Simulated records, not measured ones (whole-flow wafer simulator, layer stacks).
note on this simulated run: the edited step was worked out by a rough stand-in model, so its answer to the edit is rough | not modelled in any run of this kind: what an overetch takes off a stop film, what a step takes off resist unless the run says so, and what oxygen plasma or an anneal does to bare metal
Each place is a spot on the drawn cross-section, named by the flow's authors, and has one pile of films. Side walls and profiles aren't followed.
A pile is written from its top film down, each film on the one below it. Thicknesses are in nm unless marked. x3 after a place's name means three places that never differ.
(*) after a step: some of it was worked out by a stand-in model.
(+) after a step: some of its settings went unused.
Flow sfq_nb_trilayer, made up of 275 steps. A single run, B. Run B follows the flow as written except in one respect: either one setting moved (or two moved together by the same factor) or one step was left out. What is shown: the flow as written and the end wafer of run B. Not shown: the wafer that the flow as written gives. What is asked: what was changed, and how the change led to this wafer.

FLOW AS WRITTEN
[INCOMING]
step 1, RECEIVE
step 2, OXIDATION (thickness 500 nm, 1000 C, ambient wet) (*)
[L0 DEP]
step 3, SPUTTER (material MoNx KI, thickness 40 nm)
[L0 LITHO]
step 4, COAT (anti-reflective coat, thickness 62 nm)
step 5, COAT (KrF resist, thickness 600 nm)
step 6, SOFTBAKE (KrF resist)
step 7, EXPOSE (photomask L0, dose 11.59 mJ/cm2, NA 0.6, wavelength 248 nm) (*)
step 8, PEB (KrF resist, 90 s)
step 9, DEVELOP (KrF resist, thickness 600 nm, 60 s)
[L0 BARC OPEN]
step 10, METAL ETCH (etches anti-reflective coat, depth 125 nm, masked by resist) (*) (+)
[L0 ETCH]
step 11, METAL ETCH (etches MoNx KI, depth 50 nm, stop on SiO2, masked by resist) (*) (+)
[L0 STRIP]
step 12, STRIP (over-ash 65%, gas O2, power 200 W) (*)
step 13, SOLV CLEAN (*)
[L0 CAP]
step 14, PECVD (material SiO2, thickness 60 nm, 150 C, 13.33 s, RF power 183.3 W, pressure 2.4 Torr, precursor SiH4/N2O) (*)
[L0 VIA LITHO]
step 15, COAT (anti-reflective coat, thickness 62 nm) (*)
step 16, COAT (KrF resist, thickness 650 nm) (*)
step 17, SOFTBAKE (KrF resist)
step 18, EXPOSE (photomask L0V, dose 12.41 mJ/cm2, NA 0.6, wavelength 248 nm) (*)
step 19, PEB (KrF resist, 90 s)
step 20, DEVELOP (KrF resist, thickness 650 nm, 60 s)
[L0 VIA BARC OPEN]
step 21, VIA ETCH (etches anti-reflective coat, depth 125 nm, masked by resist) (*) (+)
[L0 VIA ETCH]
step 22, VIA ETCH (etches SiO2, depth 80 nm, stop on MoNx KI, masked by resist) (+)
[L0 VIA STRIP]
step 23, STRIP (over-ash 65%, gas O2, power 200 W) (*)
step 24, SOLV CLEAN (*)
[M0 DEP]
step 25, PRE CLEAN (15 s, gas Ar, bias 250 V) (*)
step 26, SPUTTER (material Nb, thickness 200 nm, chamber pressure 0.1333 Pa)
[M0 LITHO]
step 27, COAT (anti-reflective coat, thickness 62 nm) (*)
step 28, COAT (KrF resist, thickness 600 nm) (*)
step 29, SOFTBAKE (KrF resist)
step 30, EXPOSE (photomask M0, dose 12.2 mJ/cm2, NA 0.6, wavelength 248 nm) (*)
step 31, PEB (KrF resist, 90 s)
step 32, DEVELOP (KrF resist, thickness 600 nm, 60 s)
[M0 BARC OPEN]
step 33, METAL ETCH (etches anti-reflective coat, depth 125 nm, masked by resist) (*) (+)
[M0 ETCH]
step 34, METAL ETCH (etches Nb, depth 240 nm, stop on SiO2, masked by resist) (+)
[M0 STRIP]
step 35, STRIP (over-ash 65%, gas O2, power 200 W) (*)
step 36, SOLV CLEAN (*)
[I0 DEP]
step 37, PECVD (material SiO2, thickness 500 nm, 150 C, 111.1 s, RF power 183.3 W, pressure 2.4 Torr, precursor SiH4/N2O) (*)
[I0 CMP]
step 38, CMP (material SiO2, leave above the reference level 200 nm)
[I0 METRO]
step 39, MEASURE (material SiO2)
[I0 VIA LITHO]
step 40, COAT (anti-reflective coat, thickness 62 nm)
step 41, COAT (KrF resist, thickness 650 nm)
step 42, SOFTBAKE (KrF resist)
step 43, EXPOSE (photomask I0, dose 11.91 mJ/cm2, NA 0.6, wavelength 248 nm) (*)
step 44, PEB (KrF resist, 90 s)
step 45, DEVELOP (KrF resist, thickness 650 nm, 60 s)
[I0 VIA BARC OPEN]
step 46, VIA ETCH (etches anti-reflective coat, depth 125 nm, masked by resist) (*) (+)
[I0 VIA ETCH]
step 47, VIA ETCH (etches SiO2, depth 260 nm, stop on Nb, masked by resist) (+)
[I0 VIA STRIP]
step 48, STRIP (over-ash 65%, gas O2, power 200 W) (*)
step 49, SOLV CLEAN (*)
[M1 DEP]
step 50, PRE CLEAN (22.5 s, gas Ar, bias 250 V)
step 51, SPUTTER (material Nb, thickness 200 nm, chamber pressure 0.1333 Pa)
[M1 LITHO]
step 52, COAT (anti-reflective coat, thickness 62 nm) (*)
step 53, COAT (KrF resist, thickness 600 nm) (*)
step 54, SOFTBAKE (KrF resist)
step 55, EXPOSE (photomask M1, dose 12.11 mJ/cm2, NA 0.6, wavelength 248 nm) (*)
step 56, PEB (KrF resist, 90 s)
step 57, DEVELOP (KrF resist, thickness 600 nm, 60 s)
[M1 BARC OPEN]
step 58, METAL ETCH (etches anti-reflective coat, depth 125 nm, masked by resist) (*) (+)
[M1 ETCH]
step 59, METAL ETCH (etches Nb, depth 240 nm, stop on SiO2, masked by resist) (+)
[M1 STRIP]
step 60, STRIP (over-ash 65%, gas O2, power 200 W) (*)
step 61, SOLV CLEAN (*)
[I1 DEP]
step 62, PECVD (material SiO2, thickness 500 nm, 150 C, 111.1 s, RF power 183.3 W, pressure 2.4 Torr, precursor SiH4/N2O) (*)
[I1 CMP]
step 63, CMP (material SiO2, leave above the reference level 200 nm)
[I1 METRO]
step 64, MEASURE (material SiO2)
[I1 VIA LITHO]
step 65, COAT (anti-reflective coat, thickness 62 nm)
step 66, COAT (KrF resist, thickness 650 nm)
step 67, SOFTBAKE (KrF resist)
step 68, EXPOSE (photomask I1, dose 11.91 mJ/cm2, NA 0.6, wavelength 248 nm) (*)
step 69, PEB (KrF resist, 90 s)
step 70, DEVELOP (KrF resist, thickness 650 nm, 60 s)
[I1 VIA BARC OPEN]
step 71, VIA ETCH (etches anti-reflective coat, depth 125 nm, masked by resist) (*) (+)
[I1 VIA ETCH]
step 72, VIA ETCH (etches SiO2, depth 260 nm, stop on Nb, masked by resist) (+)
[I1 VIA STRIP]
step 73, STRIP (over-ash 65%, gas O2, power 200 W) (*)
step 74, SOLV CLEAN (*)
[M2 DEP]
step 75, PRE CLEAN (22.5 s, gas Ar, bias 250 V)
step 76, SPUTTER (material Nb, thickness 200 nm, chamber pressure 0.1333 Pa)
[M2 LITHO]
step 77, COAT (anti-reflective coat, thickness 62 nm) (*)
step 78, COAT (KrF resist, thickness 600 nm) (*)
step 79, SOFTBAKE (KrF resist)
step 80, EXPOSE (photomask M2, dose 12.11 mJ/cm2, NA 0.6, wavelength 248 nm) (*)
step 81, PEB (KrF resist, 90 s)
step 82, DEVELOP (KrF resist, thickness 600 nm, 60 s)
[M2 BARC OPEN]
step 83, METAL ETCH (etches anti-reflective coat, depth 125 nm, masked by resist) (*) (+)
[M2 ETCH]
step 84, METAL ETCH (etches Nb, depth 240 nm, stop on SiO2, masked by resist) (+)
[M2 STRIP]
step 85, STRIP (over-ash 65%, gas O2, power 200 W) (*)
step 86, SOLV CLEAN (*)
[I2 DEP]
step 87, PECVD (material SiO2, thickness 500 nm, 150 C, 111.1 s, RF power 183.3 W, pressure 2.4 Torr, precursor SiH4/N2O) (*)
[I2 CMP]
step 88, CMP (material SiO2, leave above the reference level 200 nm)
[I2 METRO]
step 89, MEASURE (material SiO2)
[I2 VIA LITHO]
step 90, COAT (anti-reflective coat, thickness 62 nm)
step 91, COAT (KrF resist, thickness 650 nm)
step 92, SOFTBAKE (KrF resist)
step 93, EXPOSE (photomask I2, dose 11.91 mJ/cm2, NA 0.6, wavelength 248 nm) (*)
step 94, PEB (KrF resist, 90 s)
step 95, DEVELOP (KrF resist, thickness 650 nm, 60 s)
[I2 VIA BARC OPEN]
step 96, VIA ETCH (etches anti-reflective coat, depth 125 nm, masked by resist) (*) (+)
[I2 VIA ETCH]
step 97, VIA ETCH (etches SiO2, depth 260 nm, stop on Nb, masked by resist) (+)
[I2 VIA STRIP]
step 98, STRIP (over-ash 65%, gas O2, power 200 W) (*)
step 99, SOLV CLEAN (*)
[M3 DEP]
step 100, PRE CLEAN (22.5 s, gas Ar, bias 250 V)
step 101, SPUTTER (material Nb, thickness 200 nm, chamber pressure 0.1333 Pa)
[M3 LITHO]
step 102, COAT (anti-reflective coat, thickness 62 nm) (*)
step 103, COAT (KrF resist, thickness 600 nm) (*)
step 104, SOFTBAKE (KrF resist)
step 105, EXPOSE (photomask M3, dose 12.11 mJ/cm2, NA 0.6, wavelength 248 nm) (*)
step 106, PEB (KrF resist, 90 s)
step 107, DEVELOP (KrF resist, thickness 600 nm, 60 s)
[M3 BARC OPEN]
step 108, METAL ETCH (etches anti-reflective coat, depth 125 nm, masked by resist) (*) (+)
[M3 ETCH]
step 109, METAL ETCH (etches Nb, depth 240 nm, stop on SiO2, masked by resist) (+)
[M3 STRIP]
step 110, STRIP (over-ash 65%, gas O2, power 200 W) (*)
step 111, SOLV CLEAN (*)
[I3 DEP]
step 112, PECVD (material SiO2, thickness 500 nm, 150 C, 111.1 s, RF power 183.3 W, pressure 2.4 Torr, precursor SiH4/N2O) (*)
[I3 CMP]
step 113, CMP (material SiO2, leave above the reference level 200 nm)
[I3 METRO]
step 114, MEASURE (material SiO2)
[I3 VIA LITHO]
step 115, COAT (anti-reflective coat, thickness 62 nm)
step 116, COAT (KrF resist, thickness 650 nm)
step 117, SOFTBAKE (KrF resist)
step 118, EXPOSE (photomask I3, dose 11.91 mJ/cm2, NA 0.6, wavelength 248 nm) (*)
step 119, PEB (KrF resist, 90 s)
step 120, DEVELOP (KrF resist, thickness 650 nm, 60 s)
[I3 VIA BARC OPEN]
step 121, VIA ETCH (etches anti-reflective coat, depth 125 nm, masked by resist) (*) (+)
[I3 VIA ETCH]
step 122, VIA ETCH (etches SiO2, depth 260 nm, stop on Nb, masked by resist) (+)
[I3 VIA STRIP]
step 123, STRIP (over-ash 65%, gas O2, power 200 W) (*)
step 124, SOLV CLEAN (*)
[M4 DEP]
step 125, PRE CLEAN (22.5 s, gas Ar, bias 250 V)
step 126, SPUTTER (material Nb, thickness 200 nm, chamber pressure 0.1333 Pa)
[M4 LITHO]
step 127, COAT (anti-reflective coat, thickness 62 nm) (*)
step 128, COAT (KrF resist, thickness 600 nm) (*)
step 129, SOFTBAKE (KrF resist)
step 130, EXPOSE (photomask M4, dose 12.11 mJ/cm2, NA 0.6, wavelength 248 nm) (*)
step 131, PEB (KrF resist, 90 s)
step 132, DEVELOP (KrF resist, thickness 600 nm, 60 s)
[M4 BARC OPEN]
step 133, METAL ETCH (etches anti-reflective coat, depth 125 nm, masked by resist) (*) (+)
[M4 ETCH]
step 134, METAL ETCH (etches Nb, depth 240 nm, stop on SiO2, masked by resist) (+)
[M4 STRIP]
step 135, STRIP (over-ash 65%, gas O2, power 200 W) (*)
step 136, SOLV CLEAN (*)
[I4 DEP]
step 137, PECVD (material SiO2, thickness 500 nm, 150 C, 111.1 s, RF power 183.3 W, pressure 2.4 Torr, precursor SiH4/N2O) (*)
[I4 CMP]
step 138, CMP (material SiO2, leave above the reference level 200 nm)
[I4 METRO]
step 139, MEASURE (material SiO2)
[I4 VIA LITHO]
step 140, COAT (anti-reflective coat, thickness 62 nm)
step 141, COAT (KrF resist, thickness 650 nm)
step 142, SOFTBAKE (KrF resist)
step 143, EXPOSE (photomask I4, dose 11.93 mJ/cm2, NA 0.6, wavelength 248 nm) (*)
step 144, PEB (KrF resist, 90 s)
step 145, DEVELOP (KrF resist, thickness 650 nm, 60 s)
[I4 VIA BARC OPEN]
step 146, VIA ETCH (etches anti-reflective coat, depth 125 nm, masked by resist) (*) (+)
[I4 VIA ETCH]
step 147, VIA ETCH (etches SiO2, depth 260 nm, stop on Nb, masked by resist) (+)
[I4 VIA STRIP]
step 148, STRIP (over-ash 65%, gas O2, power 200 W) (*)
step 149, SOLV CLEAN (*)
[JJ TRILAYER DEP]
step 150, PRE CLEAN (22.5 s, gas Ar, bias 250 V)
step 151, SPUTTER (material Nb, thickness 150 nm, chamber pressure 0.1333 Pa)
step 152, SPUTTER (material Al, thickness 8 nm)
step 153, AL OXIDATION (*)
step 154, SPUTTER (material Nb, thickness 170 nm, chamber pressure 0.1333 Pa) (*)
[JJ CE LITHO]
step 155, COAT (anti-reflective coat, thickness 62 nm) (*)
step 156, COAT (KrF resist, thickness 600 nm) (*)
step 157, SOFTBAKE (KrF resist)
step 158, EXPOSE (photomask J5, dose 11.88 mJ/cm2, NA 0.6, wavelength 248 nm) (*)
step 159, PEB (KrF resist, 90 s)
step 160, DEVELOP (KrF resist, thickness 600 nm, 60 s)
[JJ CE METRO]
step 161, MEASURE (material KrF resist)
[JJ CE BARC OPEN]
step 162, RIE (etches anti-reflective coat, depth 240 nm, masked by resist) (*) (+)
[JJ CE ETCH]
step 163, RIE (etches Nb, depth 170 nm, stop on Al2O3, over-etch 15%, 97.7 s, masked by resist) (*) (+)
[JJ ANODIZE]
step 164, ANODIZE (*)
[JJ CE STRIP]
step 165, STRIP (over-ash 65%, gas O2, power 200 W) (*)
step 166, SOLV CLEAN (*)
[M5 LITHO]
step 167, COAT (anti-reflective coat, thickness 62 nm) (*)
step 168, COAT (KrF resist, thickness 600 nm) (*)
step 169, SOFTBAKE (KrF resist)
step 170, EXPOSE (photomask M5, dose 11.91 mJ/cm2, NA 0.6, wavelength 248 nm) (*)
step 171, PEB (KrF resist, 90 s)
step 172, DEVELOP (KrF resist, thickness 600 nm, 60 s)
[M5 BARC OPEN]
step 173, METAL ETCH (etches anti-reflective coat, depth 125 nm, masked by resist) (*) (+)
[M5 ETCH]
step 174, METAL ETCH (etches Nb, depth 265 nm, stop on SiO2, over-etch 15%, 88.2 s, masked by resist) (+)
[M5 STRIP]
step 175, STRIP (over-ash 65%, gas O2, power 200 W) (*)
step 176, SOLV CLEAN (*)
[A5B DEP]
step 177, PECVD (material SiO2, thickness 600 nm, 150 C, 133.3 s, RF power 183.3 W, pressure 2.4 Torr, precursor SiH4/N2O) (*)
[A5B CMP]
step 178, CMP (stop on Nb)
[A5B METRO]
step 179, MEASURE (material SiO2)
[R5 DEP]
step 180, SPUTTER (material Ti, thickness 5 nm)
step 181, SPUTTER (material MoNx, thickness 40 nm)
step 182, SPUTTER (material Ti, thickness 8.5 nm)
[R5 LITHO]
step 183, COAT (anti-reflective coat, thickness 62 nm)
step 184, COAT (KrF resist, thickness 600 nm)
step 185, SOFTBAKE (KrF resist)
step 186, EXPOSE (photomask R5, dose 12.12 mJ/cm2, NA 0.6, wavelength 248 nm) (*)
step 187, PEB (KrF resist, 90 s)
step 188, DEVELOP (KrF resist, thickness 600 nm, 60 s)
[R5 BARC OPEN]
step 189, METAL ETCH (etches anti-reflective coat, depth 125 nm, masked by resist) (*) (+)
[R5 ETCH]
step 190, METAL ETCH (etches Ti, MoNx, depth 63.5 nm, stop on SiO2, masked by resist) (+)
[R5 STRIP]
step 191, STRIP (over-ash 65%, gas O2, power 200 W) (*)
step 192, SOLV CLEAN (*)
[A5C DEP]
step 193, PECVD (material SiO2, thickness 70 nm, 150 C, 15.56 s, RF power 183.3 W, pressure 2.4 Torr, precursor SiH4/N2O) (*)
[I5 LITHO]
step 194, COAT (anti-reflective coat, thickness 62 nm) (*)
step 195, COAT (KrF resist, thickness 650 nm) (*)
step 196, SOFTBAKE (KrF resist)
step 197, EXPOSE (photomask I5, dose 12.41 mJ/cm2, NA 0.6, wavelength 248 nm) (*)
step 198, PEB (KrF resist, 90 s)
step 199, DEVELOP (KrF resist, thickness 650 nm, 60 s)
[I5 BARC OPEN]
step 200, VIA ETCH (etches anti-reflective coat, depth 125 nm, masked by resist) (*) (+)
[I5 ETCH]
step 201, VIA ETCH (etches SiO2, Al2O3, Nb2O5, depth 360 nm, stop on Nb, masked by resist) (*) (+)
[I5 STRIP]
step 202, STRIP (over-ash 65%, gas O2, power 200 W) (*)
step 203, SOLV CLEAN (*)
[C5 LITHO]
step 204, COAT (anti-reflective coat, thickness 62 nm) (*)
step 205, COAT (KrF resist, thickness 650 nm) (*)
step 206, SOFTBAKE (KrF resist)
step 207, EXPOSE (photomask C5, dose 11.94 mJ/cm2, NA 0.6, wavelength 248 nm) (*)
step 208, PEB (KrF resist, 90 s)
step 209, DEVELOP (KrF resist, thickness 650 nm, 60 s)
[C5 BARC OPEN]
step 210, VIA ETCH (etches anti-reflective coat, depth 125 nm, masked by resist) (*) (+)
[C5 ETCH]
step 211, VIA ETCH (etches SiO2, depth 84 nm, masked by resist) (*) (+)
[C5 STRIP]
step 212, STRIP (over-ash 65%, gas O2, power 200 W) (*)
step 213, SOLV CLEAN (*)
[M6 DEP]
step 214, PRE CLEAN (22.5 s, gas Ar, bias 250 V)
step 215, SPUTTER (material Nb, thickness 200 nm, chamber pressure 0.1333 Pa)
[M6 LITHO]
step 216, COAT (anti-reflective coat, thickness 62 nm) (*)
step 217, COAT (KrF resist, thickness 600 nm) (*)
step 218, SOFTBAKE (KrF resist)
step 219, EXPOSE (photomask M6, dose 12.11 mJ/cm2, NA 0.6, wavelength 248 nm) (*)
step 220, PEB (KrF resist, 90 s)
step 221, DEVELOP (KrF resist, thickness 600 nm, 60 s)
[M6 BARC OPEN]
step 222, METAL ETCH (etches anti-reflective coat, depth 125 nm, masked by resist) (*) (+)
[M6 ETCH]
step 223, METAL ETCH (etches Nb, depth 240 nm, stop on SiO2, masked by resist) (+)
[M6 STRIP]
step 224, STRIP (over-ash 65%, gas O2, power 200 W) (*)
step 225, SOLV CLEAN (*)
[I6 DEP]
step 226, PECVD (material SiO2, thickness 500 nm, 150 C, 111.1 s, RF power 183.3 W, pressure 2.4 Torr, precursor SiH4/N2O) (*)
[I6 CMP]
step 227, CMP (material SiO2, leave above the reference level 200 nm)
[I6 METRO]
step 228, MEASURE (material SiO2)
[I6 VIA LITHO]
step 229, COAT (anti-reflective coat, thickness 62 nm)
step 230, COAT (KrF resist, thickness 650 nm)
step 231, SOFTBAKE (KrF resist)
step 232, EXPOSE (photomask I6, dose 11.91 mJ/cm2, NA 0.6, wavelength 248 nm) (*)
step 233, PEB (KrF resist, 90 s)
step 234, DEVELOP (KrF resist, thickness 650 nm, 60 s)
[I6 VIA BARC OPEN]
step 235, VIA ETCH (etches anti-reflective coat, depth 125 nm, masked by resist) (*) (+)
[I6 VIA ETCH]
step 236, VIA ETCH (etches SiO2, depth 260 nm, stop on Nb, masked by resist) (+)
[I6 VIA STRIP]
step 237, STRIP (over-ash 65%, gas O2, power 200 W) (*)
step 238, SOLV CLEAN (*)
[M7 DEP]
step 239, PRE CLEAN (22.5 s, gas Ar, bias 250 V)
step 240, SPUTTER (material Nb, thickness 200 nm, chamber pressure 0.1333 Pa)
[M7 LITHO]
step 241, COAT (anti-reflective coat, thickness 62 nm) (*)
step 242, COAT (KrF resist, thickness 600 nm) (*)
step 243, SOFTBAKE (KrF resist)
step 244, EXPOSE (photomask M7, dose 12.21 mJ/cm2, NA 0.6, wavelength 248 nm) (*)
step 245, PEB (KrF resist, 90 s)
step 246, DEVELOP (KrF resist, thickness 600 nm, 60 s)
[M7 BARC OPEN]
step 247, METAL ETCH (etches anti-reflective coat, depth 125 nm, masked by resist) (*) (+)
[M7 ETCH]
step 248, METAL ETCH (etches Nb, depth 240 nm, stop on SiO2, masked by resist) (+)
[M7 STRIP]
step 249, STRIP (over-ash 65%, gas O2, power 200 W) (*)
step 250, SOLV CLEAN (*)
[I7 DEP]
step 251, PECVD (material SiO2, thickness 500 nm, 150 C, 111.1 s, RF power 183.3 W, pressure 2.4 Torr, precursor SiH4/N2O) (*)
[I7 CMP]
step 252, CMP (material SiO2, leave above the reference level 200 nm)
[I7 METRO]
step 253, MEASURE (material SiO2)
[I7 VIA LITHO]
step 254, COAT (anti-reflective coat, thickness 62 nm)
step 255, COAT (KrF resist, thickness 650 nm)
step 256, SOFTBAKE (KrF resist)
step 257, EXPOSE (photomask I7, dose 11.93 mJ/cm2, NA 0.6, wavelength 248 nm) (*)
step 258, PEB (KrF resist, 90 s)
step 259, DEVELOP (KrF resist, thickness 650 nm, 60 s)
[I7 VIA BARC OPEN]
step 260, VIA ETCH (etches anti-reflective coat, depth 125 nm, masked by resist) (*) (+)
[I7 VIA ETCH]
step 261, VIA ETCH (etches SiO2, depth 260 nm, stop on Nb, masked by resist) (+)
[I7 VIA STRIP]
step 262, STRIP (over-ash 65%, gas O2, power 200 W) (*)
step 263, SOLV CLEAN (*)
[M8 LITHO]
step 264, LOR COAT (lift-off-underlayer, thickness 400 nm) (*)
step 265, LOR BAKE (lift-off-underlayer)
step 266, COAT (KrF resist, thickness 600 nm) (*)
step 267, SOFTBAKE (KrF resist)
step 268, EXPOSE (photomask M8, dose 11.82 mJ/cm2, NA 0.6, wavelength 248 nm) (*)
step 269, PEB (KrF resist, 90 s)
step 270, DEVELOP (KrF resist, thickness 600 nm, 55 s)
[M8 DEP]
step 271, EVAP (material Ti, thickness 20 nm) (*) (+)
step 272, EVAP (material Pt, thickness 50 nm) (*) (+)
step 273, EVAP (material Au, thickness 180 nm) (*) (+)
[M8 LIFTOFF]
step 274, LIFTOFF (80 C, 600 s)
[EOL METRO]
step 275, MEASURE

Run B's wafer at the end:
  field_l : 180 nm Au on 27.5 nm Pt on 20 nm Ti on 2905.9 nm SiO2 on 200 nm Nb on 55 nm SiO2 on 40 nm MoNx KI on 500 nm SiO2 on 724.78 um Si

What caused this: step 272, EVAP: thickness 27.5 nm was run, while the flow as written has thickness 50 nm.
One can read it off the wafer: field_l has Pt 27.5, and step 272 as written asks for 50 nm.

How this came from the change, step by step:
  step 272, EVAP (material Pt, thickness 50 nm) (*) (+)
      field_l, v_sur, via_wl and 103 more: +27.5 Pt (new film) (as written it would have been: +50 Pt (new film))
  step 274, LIFTOFF (80 C, 600 s)
      p4_fl, p4_fm, p4_w1 and 71 more: -180 Au (all of it), -27.5 Pt (all of it), -20 Ti (all of it), -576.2 KrF resist (all of it), -400 lift-off-underlayer (all of it) (as written it would have been: -180 Au (all of it), -50 Pt (all of it), -20 Ti (all of it), -576.2 KrF resist (all of it), -400 lift-off-underlayer (all of it))
      c5j, ce_r: -180 Au (all of it), -27.5 Pt (all of it), -20 Ti (all of it), -573.3 KrF resist (all of it), -399.3 lift-off-underlayer (all of it) (as written it would have been: -180 Au (all of it), -50 Pt (all of it), -20 Ti (all of it), -573.3 KrF resist (all of it), -399.3 lift-off-underlayer (all of it))
      (and at 19 other places as well)
